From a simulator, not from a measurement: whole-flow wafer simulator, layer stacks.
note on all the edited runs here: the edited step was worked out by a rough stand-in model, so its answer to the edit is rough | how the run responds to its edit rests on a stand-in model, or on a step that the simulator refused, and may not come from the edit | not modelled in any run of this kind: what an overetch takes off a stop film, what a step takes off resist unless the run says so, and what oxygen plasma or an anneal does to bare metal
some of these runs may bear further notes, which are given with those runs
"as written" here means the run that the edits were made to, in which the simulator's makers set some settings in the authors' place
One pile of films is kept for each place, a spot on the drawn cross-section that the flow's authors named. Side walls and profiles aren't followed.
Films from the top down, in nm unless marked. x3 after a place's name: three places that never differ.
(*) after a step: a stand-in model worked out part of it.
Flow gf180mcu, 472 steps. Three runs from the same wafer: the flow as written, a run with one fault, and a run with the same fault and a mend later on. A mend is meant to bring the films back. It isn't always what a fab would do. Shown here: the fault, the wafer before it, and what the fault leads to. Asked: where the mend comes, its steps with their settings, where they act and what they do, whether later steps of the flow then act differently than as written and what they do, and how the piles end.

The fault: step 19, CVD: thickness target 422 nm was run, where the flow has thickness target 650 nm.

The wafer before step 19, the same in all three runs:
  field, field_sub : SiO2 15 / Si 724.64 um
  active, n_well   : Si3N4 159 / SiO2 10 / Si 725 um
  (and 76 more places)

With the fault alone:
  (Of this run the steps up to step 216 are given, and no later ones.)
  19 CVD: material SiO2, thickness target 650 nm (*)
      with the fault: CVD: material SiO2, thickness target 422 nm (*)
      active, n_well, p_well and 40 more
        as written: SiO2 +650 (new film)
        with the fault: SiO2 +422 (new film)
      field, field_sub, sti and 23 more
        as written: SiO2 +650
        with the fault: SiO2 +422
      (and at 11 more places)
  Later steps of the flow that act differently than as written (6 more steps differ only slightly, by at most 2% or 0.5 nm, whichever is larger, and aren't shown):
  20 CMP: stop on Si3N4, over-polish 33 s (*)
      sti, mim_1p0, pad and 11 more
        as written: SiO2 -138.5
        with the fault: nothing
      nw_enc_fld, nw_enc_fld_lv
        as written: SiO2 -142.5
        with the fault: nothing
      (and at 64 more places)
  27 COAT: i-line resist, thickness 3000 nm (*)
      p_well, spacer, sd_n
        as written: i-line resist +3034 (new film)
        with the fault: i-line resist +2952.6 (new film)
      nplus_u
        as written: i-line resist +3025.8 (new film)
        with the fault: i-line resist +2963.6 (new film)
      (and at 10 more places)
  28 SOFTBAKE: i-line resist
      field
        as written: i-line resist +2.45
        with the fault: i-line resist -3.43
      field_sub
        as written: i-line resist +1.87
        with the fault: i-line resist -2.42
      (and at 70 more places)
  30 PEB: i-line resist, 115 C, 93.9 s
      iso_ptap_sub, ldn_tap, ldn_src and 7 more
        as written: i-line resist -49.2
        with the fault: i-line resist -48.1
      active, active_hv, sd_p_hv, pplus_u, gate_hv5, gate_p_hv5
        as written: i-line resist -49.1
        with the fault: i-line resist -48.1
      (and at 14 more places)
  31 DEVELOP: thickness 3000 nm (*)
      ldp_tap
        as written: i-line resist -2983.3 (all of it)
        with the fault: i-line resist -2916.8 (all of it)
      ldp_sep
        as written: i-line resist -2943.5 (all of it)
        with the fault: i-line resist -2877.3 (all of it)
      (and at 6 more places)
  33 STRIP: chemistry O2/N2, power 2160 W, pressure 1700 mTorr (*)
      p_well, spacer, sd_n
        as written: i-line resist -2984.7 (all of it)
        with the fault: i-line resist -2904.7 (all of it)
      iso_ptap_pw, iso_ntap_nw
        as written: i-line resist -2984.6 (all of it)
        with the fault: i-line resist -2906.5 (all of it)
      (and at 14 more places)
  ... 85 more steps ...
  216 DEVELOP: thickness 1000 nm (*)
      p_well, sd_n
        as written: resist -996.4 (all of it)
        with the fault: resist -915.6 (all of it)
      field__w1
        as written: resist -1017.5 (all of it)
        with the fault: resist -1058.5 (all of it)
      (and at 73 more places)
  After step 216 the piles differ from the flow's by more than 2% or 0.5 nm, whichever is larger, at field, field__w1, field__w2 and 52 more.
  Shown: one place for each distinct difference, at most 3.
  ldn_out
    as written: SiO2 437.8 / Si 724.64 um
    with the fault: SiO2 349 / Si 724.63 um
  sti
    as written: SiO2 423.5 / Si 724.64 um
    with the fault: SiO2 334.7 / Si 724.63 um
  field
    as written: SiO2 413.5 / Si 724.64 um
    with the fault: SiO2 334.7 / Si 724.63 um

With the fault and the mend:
  The mend comes after step 19.
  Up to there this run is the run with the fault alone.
  19a CVD: material SiO2, thickness target 228 nm (*) (the flow's step 19 once more, with other settings)
      field, field_sub, active and 77 more
        SiO2 +228
  No later step of the flow acts differently than as written at any place that is followed.
  At the end the piles are the same as the flow's at every place that both follow.
